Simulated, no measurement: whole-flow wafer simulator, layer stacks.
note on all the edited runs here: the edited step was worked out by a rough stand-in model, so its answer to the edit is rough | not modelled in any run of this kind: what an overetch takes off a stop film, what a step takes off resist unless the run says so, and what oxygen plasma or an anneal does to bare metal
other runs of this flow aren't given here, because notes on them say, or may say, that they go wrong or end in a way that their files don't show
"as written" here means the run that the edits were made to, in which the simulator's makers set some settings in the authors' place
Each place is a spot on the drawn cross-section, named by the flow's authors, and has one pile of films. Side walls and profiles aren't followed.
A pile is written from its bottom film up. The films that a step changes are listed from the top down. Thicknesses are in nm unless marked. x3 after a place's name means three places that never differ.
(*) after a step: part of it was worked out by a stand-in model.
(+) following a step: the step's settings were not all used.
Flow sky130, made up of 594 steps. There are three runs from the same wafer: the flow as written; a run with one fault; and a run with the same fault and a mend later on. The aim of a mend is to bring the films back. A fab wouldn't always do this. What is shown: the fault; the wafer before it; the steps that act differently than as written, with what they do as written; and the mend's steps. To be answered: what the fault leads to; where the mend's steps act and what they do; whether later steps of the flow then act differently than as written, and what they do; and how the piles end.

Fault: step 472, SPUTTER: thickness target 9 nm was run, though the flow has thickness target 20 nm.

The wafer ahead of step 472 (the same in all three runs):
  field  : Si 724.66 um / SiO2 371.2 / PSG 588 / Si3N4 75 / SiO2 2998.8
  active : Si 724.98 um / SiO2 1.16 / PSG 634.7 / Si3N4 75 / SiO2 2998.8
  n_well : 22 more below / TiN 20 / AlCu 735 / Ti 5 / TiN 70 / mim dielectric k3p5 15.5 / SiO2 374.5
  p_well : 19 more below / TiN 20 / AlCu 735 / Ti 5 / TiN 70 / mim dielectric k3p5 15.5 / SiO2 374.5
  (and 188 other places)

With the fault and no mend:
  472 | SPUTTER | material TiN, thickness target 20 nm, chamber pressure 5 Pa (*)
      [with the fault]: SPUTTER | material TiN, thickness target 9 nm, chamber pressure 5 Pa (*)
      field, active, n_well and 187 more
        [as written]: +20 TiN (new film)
        [with the fault]: +9 TiN (new film)
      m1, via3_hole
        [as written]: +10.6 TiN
        [with the fault]: +4.77 TiN
  Steps later in the flow that act otherwise than as written (1 more step, not shown, differs only slightly: by at most 2% or 0.5 nm, whichever is larger):
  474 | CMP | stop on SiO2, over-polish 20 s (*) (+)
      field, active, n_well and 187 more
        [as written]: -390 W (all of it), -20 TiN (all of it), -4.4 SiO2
        [with the fault]: -390 W (all of it), -9 TiN (all of it), -4.4 SiO2
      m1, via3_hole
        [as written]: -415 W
        [with the fault]: -404 W
  At m1, via3_hole, the piles at the end differ from the flow's by more than 2% or 0.5 nm, whichever is larger.
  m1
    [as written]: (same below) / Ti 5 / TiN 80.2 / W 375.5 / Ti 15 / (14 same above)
    [with the fault]: (same below) / Ti 5 / TiN 74.4 / W 381.3 / Ti 15 / (14 same above)
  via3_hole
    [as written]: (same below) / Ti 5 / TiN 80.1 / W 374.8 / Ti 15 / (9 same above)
    [with the fault]: (same below) / Ti 5 / TiN 74.3 / W 380.6 / Ti 15 / (9 same above)

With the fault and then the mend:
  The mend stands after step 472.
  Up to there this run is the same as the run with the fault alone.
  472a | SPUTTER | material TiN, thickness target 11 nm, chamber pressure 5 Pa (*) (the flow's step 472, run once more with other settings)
      field, active, n_well and 187 more
        +11 TiN
      m1
        +5.79 TiN
      via3_hole
        +5.76 TiN
  Every later step of the flow that is run acts as written at every place that is followed.
  The piles end only slightly different from the flow's at the places that both follow, by no more than 2% or 0.5 nm, whichever is larger.
